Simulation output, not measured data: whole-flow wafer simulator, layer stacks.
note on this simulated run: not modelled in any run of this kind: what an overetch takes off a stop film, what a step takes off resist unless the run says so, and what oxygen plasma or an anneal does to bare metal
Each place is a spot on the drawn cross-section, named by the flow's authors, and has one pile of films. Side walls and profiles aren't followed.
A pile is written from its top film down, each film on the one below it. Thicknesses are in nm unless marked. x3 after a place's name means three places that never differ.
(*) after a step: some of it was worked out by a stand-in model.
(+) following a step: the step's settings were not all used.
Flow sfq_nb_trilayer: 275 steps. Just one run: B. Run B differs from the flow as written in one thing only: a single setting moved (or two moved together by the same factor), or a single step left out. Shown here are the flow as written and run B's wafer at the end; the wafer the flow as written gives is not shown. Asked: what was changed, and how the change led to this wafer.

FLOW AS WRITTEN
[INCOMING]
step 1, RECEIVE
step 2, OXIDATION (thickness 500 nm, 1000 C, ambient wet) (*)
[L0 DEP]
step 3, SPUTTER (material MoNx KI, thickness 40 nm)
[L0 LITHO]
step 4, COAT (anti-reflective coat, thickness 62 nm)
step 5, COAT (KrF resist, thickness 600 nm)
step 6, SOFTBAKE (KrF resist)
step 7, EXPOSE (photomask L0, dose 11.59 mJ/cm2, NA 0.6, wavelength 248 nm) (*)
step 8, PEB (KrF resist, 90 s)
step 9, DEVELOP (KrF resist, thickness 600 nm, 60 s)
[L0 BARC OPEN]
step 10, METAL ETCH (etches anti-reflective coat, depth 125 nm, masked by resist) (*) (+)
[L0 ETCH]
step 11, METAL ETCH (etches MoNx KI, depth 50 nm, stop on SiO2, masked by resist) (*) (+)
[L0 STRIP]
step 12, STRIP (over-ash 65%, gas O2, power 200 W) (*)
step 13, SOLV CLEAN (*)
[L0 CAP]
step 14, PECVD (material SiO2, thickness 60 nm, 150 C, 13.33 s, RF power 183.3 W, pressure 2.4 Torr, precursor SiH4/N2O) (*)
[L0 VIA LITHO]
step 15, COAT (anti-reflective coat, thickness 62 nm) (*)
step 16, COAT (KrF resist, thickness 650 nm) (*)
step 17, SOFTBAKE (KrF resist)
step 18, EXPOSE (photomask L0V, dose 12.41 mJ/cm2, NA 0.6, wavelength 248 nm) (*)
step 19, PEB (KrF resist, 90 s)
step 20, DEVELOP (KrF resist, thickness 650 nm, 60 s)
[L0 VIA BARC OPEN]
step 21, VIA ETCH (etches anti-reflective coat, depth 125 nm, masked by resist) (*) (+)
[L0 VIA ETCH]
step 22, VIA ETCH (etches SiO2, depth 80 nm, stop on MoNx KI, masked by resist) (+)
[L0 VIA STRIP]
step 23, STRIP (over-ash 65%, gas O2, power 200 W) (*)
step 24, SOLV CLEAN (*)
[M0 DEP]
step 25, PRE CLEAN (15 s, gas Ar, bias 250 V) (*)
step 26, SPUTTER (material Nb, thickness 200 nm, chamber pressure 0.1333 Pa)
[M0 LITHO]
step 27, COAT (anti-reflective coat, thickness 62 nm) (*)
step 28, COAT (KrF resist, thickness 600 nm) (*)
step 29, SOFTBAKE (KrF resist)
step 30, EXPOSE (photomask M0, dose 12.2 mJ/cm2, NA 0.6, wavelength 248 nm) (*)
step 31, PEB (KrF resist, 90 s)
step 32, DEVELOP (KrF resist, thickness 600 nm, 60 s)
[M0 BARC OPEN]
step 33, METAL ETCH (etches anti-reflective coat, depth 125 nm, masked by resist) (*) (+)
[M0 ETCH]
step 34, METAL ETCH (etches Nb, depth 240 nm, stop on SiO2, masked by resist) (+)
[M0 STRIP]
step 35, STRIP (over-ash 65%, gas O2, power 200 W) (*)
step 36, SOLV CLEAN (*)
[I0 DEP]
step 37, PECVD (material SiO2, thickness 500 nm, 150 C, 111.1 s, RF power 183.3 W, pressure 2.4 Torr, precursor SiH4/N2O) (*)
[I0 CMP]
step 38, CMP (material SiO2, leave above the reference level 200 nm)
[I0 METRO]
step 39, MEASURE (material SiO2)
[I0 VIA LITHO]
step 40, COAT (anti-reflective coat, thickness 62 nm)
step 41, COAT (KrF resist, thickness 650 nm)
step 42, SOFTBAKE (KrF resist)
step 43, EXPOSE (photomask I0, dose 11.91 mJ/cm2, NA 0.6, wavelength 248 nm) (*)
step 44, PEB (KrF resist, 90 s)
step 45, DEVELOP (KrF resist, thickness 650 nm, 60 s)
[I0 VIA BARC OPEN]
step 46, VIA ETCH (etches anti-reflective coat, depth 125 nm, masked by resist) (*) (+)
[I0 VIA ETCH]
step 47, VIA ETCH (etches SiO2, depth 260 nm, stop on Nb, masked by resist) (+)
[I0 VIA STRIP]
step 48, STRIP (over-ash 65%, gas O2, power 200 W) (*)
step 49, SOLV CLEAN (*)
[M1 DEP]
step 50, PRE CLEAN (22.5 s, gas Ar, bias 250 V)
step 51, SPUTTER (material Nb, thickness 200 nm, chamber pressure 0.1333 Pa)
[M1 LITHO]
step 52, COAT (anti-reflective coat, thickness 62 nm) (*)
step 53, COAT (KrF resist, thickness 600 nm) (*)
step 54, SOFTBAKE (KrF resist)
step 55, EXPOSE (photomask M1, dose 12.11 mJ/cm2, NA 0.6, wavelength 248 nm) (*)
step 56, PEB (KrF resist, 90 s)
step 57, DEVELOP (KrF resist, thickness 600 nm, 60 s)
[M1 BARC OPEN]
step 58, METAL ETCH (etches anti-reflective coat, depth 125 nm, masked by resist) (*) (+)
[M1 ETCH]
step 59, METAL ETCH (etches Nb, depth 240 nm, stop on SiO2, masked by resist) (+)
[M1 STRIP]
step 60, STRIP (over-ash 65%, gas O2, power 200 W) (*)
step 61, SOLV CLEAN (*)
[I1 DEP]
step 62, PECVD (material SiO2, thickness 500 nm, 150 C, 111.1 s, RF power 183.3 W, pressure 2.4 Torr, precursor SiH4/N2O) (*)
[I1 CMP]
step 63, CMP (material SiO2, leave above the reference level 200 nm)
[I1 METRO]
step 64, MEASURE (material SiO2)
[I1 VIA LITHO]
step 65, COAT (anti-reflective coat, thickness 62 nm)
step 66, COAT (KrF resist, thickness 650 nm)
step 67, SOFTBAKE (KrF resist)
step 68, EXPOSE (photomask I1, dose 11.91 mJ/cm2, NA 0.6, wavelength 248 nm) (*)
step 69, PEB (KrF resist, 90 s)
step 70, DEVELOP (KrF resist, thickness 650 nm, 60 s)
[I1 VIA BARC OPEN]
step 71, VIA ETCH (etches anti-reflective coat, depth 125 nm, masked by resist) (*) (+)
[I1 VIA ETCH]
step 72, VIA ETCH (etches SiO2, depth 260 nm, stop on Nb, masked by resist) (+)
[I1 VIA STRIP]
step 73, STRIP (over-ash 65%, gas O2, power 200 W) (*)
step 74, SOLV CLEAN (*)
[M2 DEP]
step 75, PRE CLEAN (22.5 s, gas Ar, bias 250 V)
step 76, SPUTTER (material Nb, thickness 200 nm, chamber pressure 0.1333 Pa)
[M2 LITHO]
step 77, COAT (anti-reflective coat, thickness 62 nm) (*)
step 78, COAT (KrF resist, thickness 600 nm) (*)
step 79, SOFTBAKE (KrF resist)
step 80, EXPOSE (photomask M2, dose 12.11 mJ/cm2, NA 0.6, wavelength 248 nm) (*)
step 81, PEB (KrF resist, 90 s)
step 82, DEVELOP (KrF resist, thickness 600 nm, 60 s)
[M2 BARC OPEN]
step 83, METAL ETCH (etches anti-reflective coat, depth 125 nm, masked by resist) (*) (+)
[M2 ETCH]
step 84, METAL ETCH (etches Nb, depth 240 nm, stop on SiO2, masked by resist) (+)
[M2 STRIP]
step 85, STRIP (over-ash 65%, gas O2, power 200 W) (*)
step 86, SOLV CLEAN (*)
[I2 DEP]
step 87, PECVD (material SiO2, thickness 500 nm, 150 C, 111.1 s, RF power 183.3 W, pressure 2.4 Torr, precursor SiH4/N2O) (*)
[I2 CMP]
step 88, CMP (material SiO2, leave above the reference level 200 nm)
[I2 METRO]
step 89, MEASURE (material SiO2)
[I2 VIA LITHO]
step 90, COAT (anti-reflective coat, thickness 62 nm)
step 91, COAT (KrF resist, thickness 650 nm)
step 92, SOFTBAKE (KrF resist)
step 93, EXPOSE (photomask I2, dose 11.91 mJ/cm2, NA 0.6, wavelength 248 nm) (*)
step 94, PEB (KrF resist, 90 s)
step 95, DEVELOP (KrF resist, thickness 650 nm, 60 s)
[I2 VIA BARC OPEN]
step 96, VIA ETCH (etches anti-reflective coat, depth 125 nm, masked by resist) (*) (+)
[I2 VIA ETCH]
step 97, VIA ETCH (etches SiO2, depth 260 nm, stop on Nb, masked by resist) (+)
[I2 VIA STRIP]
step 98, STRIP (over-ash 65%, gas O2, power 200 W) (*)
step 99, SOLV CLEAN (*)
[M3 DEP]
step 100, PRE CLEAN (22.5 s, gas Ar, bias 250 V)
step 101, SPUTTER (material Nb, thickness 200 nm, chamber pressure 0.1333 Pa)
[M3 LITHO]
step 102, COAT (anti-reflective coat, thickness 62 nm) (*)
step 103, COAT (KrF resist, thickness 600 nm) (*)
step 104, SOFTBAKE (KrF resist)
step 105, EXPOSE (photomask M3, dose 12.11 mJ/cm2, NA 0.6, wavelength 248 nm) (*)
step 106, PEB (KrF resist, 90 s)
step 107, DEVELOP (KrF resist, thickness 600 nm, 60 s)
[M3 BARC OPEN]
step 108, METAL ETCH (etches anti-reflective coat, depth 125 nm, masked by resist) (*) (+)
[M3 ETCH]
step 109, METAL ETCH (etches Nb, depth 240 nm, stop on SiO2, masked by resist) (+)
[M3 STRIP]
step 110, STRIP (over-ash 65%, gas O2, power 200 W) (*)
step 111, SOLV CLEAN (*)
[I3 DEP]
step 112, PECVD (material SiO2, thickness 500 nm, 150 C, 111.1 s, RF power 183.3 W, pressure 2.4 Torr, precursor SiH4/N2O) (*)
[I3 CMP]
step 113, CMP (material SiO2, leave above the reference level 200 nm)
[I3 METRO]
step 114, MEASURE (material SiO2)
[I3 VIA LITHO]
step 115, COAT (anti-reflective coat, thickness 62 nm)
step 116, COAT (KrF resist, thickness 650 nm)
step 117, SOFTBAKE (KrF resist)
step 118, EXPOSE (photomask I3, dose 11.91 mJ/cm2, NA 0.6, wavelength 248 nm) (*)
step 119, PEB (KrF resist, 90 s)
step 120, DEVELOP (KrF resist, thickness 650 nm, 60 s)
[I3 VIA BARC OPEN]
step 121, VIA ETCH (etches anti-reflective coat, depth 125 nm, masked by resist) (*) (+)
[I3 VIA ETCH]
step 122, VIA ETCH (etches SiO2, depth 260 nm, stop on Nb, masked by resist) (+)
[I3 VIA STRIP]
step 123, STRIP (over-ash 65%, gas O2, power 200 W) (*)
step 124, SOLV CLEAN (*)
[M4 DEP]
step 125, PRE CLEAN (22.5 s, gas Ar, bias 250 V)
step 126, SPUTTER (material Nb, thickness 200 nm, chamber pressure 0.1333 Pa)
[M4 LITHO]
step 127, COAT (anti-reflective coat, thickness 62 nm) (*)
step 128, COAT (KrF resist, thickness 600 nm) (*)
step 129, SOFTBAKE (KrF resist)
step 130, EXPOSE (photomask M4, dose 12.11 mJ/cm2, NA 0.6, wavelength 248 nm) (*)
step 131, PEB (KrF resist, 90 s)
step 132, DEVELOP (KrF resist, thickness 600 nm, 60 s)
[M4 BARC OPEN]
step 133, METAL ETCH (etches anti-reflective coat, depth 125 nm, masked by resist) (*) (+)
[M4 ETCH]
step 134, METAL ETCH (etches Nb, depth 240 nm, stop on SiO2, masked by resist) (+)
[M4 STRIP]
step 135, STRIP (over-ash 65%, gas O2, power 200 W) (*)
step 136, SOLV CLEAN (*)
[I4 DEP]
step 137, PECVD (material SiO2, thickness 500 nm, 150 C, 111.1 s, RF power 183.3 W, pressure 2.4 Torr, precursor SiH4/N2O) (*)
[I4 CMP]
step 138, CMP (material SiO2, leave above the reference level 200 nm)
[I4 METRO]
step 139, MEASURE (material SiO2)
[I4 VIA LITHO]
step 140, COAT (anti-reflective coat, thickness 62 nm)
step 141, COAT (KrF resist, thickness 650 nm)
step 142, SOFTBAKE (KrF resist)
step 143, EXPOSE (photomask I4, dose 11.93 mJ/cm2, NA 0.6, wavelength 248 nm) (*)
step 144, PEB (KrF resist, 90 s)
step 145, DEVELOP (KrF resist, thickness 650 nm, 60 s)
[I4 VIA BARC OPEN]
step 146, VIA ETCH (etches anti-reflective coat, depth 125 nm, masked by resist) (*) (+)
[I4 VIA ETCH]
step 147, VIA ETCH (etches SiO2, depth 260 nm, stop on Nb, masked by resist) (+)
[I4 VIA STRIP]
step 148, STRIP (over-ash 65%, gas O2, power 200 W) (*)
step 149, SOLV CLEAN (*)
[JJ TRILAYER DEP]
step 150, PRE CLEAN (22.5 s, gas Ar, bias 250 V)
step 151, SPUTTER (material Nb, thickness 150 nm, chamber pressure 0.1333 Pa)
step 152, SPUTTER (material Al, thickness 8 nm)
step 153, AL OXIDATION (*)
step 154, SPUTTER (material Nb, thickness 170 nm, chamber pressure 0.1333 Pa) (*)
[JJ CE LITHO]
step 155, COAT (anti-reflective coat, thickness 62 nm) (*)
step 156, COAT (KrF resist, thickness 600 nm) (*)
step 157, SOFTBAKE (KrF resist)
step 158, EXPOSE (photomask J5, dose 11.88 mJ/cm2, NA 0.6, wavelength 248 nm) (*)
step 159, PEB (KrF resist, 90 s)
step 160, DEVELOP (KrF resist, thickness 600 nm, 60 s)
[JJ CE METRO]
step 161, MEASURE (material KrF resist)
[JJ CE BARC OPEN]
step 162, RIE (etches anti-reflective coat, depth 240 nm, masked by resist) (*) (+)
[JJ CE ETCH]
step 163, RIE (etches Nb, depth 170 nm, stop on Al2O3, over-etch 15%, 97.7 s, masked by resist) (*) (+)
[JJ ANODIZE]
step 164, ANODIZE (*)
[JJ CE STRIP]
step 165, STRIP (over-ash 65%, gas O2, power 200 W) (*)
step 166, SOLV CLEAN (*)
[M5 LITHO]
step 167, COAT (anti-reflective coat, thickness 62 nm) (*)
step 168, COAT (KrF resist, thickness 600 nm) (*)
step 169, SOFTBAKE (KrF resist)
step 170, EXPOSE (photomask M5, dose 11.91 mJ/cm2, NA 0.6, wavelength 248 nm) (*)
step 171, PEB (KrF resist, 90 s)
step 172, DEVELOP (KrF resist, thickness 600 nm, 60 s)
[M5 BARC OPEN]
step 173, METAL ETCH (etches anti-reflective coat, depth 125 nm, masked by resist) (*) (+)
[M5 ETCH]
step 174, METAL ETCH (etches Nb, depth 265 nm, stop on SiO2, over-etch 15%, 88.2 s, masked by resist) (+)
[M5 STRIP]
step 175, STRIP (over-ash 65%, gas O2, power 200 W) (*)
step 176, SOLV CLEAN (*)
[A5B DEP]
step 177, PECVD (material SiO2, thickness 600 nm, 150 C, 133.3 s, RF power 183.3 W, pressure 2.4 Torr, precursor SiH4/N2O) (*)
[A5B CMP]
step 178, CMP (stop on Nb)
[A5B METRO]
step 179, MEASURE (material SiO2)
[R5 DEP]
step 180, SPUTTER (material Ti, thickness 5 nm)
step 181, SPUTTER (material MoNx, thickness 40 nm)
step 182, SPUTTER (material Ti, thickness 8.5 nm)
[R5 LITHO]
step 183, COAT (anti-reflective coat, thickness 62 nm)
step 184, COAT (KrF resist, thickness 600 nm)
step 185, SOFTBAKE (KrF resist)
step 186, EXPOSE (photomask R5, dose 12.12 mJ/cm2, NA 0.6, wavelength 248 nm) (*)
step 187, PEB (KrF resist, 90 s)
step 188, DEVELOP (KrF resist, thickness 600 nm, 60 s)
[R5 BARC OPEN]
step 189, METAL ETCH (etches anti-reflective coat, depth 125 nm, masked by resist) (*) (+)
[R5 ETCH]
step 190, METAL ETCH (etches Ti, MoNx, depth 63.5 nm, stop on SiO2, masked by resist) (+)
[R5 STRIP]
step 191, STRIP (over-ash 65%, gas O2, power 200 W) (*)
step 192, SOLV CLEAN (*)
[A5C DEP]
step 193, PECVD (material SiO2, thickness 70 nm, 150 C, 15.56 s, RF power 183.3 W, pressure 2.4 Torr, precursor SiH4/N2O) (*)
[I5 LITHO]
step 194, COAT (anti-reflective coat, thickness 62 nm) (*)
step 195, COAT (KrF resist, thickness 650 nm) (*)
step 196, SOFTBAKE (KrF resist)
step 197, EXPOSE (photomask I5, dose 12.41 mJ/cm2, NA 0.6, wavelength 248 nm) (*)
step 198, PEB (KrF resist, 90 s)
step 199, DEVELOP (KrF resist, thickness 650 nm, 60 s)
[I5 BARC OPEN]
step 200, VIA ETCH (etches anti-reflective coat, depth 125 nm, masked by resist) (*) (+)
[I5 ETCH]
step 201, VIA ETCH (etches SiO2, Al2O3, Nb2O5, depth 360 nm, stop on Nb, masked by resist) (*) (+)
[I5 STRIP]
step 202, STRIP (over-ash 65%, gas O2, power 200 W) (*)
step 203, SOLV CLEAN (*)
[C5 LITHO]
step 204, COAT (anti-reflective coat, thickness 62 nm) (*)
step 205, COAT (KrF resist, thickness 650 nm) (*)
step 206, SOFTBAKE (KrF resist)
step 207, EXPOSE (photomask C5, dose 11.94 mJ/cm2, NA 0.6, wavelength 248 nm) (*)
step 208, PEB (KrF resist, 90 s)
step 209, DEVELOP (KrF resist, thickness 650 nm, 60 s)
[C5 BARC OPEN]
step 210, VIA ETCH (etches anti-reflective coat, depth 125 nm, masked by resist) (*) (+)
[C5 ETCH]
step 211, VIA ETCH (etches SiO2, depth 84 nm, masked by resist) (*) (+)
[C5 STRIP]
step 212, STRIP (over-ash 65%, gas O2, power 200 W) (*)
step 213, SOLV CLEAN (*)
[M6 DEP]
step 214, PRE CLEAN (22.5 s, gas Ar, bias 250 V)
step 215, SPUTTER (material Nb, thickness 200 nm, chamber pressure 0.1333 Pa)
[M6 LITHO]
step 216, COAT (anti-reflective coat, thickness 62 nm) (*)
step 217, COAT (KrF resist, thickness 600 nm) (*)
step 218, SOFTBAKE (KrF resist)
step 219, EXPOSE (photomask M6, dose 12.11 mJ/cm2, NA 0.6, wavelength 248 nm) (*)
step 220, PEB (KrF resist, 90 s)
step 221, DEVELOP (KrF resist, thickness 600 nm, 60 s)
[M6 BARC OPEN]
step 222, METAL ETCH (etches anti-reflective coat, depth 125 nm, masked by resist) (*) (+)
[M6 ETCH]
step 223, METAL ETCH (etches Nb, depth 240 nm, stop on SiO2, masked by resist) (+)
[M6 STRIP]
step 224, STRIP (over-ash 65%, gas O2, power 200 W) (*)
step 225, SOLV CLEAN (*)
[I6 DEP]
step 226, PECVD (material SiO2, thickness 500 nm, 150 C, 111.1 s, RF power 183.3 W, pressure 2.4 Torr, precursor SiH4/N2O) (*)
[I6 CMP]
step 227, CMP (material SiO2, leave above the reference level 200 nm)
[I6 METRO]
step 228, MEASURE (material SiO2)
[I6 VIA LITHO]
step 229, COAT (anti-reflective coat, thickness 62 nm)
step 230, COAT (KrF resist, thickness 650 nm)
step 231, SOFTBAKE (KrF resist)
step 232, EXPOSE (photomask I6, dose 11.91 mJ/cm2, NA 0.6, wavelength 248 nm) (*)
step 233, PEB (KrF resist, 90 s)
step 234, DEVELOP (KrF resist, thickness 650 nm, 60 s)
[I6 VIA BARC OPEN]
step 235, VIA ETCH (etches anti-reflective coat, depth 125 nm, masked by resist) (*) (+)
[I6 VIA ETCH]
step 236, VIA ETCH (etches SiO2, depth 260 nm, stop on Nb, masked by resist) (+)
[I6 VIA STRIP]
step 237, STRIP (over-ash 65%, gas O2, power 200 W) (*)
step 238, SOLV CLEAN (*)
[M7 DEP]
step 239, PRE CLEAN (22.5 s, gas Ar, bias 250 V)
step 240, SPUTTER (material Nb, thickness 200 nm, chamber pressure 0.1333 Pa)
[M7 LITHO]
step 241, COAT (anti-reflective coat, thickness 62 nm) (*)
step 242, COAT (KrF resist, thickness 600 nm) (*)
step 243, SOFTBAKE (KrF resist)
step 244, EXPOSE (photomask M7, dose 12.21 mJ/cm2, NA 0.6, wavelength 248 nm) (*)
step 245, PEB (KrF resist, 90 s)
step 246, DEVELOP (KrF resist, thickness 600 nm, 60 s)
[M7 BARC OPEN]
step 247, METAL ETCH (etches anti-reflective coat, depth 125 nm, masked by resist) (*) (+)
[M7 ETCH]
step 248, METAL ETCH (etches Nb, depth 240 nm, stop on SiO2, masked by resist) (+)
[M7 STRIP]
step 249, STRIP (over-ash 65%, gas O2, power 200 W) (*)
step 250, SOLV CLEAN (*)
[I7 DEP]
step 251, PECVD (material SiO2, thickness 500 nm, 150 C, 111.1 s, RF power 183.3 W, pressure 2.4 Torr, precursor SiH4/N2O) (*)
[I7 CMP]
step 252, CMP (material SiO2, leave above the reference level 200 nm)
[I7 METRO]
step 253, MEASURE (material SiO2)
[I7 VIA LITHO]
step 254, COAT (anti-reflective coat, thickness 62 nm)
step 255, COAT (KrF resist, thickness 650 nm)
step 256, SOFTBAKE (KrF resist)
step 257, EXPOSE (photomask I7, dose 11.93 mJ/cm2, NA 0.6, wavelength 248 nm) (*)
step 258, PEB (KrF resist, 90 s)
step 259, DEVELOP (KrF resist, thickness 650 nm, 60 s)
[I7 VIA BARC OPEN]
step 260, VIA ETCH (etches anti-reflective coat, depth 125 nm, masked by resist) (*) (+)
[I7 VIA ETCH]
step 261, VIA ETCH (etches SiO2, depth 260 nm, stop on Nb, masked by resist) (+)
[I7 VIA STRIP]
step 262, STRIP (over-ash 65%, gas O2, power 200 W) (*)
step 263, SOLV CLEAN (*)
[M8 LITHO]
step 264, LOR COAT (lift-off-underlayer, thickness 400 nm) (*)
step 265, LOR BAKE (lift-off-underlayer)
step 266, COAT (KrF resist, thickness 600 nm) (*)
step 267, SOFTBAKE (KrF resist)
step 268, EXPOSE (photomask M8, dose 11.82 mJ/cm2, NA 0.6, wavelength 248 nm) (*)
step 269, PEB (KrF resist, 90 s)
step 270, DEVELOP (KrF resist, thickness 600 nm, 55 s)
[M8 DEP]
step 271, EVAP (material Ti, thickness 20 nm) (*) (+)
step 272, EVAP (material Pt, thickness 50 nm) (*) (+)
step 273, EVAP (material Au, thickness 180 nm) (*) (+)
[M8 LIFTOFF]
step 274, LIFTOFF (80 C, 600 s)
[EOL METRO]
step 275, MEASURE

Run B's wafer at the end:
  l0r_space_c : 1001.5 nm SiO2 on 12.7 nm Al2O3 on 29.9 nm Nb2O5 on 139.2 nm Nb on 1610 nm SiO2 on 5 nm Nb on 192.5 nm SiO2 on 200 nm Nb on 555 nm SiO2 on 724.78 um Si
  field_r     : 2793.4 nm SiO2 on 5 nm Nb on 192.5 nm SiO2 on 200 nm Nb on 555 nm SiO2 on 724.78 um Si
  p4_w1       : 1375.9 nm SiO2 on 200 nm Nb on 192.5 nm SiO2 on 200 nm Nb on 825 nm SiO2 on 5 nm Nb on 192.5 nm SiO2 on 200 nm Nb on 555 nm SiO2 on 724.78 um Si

The reason: step 51, SPUTTER: thickness 245 nm was run, while the flow as written has thickness 200 nm.

The path from the change to this, step by step:
  step 51, SPUTTER (material Nb, thickness 200 nm, chamber pressure 0.1333 Pa)
      field_l, v_sur, via_wl and 102 more: +245 Nb (new film) (it would be, as written: +200 Nb (new film))
      via_w: +214.3 Nb (it would be, as written: +174.5 Nb)
  step 52, COAT (anti-reflective coat, thickness 62 nm) (*)
      via_wl: +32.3 anti-reflective coat (new film) (it would be, as written: +33.8 anti-reflective coat (new film))
      via_wr: +33.5 anti-reflective coat (new film) (it would be, as written: +34.9 anti-reflective coat (new film))
  step 59, METAL ETCH (etches Nb, depth 240 nm, stop on SiO2, masked by resist) (+)
      field_l, be, be_sur and 79 more: -240 Nb (it would be, as written: -200 Nb (all of it))
  step 60, STRIP (over-ash 65%, gas O2, power 200 W) (*)
      via_wl: -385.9 KrF resist (all of it), -32.3 anti-reflective coat (all of it) (it would be, as written: -385.5 KrF resist (all of it), -33.8 anti-reflective coat (all of it))
      via_wr: -384.8 KrF resist (all of it), -33.5 anti-reflective coat (all of it) (it would be, as written: -384.4 KrF resist (all of it), -34.9 anti-reflective coat (all of it))
  step 62, PECVD (material SiO2, thickness 500 nm, 150 C, 111.1 s, RF power 183.3 W, pressure 2.4 Torr, precursor SiH4/N2O) (*)
      field_l, be, be_sur and 72 more: +500 SiO2 (new film) (it would be, as written: +500 SiO2)
      lsp_m, ln_m6, lsp_r, l0_sur, l0v: +493.9 SiO2 (new film) (it would be, as written: +494.9 SiO2)
      (and at 3 other places as well)
  step 63, CMP (material SiO2, leave above the reference level 200 nm)
      field_l, be, be_sur and 72 more: -60 SiO2 (it would be, as written: -100 SiO2)
      lsp_m, ln_m6, lsp_r, l0_sur, l0v: -53.9 SiO2 (it would be, as written: -94.9 SiO2)
      (and at 1 other place as well)
If metal films that touch count as one body, l0r_space_c has 3 bodies (between them, from the top down: SiO2 1610; SiO2 192.5); the flow as written gives 2 bodies (between them, from the top down: SiO2 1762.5).
If metal films that touch count as one body, field_r has 2 bodies (between them, from the top down: SiO2 192.5); the flow as written gives 1 body.
If metal films that touch count as one body, p4_w1 has 4 bodies (between them, from the top down: SiO2 192.5; SiO2 825; SiO2 192.5); the flow as written gives 3 bodies (between them, from the top down: SiO2 192.5; SiO2 977.5).
